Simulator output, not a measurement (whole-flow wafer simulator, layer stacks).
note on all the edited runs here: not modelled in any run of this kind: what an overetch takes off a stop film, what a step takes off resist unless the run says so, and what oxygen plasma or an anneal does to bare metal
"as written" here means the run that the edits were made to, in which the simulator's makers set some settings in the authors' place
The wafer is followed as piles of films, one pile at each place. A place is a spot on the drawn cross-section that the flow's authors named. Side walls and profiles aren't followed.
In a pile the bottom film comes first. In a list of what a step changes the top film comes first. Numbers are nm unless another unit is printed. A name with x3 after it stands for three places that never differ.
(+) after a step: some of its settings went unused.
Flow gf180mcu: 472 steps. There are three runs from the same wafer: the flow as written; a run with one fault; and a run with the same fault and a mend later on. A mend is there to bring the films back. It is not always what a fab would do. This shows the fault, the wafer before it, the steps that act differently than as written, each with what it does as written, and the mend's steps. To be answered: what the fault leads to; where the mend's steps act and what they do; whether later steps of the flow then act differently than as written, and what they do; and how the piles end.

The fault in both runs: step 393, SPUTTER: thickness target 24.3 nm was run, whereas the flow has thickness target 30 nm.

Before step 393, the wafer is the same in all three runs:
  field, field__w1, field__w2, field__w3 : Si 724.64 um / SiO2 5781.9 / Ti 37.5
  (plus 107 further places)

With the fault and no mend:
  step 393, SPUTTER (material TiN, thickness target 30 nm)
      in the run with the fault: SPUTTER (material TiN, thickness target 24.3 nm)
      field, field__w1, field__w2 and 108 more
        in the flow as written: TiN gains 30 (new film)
        in the run with the fault: TiN gains 24.3 (new film)
  Steps further on in the flow that do not act as written (not shown: 1 more step that differs only slightly, by at most 2% or 0.5 nm, whichever is larger):
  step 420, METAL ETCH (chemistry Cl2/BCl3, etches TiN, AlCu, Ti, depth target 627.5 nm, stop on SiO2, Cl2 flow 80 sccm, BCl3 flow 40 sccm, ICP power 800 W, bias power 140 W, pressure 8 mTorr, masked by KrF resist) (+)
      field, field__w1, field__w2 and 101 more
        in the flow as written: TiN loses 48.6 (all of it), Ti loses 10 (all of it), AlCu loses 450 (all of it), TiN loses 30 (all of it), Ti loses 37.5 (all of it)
        in the run with the fault: TiN loses 48.6 (all of it), Ti loses 10 (all of it), AlCu loses 450 (all of it), TiN loses 24.3 (all of it), Ti loses 37.5 (all of it)
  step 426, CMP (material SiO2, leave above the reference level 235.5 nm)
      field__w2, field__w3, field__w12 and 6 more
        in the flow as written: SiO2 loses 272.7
        in the run with the fault: SiO2 loses 278.6
  At field__w4, field__w8, contact, m1, m1__w1, mim, mim_1p0, m1_nw, the piles at the end differ from the flow's by more than 2% or 0.5 nm, whichever is larger.
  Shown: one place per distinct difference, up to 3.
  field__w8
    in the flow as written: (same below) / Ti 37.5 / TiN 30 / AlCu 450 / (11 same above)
    in the run with the fault: (same below) / Ti 37.5 / TiN 24.3 / AlCu 450 / (11 same above)
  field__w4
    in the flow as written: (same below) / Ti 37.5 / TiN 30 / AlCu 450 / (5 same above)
    in the run with the fault: (same below) / Ti 37.5 / TiN 24.3 / AlCu 450 / (5 same above)
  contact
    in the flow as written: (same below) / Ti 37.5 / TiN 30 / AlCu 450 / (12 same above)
    in the run with the fault: (same below) / Ti 37.5 / TiN 24.3 / AlCu 450 / (12 same above)

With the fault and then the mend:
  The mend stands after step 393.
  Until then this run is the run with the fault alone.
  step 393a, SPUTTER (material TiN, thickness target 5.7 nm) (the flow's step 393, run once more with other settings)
      field, field__w1, field__w2 and 108 more
        TiN gains 5.7
  None of the later steps of the flow acts differently than as written at any place that is followed.
  The piles end the same as the flow's at every place that both follow.
